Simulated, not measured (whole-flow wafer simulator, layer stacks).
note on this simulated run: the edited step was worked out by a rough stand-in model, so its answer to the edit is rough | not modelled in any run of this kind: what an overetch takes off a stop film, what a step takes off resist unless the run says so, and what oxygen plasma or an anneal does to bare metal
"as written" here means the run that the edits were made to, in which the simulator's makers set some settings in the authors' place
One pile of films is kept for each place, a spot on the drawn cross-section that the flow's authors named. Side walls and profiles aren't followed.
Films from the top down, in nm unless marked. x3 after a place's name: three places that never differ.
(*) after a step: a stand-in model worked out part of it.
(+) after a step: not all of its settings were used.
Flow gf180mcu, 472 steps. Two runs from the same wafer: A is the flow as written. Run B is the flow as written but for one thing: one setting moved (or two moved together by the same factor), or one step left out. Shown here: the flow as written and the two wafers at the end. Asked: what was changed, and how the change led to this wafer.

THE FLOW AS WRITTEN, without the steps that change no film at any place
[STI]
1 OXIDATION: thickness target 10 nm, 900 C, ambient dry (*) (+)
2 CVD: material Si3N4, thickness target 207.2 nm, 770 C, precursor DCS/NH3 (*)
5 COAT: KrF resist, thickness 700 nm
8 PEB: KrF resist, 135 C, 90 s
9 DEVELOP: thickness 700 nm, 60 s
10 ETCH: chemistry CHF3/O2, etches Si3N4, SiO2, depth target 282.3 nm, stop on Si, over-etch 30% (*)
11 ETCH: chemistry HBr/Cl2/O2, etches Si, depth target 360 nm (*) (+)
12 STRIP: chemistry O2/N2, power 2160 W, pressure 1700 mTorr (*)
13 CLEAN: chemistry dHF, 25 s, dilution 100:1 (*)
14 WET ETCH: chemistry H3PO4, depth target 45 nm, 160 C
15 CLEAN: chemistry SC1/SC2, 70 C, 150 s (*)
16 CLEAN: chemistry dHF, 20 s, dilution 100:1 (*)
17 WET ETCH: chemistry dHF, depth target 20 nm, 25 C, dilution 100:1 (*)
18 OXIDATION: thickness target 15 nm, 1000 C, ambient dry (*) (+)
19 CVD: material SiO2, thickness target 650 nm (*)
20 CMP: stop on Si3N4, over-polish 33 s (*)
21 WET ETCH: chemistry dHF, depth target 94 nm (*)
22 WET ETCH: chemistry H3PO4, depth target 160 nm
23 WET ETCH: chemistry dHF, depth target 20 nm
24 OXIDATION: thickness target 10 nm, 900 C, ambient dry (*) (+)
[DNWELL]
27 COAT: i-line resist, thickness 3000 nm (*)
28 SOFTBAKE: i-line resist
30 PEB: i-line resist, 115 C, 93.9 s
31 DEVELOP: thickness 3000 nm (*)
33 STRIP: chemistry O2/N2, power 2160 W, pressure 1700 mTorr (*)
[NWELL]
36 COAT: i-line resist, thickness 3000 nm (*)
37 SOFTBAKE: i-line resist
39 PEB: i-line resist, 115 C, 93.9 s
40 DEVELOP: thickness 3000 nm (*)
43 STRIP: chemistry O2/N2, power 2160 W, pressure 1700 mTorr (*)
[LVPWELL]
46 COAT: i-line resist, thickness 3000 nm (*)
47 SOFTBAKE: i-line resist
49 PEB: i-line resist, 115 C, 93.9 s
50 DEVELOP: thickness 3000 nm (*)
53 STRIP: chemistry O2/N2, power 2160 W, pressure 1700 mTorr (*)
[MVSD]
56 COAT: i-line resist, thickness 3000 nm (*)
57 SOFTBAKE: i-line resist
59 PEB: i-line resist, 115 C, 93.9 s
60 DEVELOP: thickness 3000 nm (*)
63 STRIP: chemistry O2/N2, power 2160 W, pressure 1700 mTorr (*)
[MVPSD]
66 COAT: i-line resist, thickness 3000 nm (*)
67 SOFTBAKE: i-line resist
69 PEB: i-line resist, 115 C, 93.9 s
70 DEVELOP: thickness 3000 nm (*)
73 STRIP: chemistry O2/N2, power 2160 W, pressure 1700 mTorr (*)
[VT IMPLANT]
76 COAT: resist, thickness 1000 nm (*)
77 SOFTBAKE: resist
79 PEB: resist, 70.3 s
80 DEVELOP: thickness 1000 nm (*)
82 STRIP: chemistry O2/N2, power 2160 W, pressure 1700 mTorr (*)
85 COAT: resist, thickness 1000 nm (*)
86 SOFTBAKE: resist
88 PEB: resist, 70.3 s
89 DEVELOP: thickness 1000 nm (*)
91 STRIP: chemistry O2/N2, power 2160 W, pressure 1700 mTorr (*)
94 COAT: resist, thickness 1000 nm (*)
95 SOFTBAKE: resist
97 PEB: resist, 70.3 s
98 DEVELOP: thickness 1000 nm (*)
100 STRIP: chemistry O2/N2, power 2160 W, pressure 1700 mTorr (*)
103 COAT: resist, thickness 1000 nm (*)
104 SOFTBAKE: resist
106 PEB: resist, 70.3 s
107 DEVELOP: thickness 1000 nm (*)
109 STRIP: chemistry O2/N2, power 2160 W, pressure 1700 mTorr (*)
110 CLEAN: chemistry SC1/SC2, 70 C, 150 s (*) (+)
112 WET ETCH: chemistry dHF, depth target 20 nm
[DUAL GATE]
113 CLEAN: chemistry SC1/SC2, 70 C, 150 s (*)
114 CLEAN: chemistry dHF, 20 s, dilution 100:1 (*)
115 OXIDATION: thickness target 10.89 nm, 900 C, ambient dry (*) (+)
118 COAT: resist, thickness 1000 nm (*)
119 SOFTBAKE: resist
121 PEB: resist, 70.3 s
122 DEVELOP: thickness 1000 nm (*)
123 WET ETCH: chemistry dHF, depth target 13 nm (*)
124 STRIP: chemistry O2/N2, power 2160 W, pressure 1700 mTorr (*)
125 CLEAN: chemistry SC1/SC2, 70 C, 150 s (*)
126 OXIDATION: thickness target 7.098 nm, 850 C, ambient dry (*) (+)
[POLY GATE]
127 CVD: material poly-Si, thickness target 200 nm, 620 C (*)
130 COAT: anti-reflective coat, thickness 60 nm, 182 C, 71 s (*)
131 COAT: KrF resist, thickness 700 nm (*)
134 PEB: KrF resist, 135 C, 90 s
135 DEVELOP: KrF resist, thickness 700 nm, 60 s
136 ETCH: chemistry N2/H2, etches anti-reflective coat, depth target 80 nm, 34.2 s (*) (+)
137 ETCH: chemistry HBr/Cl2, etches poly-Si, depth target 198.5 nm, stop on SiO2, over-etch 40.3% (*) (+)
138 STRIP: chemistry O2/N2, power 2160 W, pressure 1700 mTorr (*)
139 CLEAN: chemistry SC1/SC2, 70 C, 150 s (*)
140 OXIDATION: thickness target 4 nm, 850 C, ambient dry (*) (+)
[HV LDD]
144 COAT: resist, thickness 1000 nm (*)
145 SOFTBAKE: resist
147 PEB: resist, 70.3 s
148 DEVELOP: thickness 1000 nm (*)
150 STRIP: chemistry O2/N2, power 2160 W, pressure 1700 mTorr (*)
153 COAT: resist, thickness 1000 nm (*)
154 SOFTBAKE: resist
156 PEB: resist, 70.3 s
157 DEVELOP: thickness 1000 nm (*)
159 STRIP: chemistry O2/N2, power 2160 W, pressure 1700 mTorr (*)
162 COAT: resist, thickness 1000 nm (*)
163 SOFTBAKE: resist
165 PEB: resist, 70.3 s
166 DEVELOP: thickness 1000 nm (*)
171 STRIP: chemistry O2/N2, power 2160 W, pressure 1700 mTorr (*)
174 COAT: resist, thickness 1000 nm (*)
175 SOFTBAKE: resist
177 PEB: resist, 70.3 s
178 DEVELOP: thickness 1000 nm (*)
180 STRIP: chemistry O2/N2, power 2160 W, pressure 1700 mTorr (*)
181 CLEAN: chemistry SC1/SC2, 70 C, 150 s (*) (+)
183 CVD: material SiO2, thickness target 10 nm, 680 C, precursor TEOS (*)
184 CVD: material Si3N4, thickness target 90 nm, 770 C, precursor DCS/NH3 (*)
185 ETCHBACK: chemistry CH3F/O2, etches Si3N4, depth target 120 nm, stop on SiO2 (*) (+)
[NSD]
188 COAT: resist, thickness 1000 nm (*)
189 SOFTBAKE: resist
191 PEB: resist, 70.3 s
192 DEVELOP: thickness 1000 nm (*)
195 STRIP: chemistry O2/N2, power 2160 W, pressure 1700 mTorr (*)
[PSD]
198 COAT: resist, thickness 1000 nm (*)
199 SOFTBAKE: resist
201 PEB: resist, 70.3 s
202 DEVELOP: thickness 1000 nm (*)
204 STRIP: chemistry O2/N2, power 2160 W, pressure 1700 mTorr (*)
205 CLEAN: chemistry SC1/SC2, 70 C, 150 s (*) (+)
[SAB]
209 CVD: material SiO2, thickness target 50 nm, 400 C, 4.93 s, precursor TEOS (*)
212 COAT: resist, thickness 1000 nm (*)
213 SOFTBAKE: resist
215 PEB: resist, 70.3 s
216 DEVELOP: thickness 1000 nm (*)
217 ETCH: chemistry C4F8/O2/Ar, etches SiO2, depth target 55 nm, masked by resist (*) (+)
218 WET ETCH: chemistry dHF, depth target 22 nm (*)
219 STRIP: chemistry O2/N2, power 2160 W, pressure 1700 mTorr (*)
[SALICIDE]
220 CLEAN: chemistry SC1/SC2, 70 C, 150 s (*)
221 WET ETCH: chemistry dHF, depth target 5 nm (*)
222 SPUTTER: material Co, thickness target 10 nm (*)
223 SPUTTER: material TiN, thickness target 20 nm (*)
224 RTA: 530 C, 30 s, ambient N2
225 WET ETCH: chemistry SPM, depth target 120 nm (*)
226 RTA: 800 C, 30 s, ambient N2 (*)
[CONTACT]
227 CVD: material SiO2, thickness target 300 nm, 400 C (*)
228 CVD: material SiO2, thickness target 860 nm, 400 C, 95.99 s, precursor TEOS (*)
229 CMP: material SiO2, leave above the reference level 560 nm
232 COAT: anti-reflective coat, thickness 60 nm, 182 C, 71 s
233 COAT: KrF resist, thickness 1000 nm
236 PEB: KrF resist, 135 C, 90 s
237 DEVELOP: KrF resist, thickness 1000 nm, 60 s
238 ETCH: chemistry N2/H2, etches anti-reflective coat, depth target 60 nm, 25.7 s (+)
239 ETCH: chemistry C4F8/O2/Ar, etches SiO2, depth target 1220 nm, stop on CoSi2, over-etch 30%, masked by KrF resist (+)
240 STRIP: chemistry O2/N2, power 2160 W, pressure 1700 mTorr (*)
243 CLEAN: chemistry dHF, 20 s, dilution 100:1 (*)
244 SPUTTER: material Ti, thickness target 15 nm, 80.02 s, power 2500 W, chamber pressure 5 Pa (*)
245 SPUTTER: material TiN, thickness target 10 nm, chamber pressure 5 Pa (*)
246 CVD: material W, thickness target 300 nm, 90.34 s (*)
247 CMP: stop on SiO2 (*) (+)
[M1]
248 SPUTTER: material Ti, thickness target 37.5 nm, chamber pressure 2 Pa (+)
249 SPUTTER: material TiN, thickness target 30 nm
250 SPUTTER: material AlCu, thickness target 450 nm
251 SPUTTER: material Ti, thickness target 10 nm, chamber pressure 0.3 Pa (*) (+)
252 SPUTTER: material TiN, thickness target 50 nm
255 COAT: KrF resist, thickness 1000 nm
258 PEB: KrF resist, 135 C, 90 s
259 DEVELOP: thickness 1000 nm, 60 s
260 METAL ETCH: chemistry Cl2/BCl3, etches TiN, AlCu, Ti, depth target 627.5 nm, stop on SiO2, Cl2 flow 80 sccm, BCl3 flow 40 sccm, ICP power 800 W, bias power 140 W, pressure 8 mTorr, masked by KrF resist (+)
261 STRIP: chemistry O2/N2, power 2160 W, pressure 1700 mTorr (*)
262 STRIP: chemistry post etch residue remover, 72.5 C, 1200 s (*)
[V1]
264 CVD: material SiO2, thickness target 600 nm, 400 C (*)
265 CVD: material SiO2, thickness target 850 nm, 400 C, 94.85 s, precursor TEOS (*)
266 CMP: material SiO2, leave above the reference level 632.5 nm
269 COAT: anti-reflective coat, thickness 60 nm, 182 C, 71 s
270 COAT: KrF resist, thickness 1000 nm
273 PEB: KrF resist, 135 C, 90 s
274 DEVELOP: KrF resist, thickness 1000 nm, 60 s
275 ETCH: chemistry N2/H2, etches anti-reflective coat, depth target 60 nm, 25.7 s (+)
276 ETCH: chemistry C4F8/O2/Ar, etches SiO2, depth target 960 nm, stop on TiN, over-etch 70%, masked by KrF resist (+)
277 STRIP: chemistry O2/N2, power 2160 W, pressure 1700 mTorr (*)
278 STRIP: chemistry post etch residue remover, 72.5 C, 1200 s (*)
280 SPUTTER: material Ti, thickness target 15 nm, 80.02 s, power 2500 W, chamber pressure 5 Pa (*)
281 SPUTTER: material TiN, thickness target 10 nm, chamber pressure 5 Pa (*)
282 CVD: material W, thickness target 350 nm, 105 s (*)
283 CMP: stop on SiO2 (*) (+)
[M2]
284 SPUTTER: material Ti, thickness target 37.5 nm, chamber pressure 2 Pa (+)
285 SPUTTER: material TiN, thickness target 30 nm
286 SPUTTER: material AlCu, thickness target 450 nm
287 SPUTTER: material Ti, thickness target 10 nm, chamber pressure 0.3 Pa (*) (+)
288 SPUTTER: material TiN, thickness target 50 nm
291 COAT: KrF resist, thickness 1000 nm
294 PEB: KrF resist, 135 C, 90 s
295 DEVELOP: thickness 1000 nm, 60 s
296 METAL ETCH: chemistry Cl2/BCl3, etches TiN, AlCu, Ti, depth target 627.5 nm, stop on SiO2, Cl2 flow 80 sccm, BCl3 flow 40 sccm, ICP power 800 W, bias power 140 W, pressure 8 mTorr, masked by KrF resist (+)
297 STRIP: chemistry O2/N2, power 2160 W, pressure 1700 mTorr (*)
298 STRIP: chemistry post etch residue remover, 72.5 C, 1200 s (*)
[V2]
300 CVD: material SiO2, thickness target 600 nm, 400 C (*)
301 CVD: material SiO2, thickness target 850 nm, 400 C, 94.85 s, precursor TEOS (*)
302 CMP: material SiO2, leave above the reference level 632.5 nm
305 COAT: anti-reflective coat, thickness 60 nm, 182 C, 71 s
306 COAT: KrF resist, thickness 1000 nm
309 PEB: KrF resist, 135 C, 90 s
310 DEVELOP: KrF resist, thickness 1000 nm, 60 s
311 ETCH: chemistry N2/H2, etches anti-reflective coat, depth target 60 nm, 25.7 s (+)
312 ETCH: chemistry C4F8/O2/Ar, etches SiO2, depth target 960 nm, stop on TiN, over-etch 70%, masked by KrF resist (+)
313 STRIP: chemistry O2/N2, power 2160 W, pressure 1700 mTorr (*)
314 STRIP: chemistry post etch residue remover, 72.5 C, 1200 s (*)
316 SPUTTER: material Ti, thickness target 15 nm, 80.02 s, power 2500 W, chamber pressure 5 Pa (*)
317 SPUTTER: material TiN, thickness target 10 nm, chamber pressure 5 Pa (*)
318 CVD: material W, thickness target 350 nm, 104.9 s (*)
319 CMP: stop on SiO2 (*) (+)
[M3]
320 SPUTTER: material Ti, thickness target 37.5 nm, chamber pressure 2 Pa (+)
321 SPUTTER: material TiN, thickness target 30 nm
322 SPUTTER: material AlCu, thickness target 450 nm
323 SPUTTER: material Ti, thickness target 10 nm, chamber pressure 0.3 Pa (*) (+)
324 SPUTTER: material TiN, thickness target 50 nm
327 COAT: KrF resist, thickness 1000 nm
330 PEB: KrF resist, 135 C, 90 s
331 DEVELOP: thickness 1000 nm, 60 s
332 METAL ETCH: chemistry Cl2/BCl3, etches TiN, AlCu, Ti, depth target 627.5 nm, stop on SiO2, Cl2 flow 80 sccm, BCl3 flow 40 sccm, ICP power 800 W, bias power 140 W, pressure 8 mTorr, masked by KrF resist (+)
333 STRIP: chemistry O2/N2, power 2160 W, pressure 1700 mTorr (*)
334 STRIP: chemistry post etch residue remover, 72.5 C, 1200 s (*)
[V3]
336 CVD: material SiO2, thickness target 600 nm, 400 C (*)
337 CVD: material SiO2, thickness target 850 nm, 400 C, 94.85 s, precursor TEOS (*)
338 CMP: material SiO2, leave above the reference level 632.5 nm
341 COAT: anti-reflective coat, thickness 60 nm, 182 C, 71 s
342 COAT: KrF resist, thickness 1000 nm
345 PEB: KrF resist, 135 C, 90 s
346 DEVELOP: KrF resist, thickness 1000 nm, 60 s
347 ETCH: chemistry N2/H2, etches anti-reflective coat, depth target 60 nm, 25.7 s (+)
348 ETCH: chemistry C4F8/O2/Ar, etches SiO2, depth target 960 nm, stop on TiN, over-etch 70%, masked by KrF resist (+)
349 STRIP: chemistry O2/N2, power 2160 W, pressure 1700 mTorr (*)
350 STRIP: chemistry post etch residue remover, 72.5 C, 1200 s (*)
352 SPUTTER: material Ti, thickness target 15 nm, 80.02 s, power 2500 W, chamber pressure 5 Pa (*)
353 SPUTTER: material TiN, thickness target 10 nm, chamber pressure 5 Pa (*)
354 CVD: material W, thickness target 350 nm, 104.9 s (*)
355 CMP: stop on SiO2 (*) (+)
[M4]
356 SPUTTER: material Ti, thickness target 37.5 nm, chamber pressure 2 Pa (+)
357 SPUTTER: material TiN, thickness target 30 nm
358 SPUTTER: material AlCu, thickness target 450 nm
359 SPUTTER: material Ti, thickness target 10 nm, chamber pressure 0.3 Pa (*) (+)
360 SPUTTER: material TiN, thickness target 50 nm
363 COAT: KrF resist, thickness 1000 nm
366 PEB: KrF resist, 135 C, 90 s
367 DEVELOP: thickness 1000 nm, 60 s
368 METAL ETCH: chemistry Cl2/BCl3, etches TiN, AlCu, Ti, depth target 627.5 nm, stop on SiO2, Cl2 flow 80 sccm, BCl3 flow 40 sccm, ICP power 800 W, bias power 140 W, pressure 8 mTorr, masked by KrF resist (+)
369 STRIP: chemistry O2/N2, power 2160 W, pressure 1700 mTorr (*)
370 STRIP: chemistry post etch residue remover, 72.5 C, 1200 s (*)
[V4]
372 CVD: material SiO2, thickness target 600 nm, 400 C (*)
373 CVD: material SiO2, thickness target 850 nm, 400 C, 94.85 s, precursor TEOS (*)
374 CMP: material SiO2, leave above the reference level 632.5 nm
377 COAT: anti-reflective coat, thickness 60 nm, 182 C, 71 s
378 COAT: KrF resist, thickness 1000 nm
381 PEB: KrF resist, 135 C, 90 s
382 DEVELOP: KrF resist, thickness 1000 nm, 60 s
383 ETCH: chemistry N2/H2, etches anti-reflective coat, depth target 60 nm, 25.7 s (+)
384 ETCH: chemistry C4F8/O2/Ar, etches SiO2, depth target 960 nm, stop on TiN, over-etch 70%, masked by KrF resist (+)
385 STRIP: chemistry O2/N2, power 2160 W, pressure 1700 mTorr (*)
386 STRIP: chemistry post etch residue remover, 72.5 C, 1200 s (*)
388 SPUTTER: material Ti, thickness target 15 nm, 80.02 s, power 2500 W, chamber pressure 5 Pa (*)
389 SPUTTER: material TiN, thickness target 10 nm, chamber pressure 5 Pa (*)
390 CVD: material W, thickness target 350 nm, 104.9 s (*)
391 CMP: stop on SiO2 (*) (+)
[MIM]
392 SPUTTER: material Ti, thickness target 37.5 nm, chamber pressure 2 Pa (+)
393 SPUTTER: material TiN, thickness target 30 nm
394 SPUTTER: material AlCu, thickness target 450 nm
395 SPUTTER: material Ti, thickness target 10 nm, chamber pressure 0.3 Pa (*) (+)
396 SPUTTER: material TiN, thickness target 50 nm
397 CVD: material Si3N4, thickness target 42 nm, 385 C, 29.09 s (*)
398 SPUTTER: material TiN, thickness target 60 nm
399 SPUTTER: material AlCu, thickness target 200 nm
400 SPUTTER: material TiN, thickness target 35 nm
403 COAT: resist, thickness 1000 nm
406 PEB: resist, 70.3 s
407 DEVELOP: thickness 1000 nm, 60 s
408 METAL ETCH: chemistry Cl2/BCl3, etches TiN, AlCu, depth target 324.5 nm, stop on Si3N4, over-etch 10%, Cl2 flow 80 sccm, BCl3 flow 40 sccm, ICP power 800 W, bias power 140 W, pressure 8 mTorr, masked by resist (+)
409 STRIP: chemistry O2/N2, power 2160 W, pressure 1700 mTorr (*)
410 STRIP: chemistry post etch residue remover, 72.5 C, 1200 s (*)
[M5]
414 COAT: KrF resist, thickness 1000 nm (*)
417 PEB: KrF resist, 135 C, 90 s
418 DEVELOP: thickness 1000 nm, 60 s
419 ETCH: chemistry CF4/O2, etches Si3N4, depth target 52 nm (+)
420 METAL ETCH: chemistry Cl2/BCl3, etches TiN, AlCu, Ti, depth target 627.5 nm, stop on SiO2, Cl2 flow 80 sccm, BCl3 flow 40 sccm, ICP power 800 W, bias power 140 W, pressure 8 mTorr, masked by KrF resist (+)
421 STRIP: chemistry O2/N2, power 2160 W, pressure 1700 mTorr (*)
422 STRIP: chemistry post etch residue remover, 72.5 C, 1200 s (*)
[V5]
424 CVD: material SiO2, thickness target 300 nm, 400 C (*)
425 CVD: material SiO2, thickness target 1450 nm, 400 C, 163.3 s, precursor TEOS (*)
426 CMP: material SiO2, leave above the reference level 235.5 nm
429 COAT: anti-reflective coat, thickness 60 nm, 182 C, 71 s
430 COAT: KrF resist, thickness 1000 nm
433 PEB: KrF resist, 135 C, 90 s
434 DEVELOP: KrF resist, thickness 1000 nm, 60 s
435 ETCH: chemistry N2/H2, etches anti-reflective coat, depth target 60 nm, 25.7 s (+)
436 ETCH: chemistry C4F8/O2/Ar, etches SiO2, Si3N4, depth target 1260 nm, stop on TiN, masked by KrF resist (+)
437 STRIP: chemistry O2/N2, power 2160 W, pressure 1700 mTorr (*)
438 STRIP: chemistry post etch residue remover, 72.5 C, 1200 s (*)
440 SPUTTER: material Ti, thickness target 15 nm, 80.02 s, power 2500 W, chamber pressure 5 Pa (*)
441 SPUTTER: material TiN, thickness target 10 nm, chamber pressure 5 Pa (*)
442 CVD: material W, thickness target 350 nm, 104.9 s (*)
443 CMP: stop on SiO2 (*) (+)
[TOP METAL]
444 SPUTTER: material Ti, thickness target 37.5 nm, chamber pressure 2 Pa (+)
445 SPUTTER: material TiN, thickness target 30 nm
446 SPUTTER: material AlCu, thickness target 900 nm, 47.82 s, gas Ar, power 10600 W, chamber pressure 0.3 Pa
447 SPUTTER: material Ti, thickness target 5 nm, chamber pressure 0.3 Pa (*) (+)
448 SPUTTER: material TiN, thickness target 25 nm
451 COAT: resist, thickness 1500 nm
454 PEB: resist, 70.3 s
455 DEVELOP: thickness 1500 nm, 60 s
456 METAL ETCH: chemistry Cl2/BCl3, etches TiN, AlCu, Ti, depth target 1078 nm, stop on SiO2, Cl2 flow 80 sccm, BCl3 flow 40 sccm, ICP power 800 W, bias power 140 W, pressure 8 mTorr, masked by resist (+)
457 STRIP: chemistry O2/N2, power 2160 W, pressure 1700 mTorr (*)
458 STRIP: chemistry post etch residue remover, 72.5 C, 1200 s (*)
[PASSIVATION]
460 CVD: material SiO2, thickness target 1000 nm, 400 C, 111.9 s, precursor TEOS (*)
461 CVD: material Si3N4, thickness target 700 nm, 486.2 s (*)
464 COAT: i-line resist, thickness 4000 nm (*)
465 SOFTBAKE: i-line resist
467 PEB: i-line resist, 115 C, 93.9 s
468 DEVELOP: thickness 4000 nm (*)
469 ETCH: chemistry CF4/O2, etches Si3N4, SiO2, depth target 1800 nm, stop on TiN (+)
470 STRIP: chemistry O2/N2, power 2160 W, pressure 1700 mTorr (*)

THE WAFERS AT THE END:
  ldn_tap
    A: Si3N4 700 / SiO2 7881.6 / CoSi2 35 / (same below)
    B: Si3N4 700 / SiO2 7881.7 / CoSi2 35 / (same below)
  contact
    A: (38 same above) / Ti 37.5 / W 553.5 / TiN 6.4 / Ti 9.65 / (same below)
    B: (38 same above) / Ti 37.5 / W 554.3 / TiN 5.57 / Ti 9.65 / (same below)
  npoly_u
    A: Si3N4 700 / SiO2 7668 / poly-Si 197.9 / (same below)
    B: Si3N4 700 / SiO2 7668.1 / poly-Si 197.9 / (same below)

The cause: step 281, SPUTTER: thickness target 8.7 nm was run, where the flow has thickness target 10 nm.

How the change led to this, step by step:
  281 SPUTTER: material TiN, thickness target 10 nm, chamber pressure 5 Pa (*)
      field, field__w1, field__w2 and 107 more: A TiN +10 (new film) | B TiN +8.7 (new film)
      contact: A TiN +6.4 (new film) | B TiN +5.57 (new film)
  283 CMP: stop on SiO2 (*) (+)
      field, field__w1, field__w2 and 107 more: A W -350 (all of it), TiN -10 (all of it), Ti -15 (all of it), SiO2 -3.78 | B W -350 (all of it), TiN -8.7 (all of it), Ti -15 (all of it), SiO2 -3.77
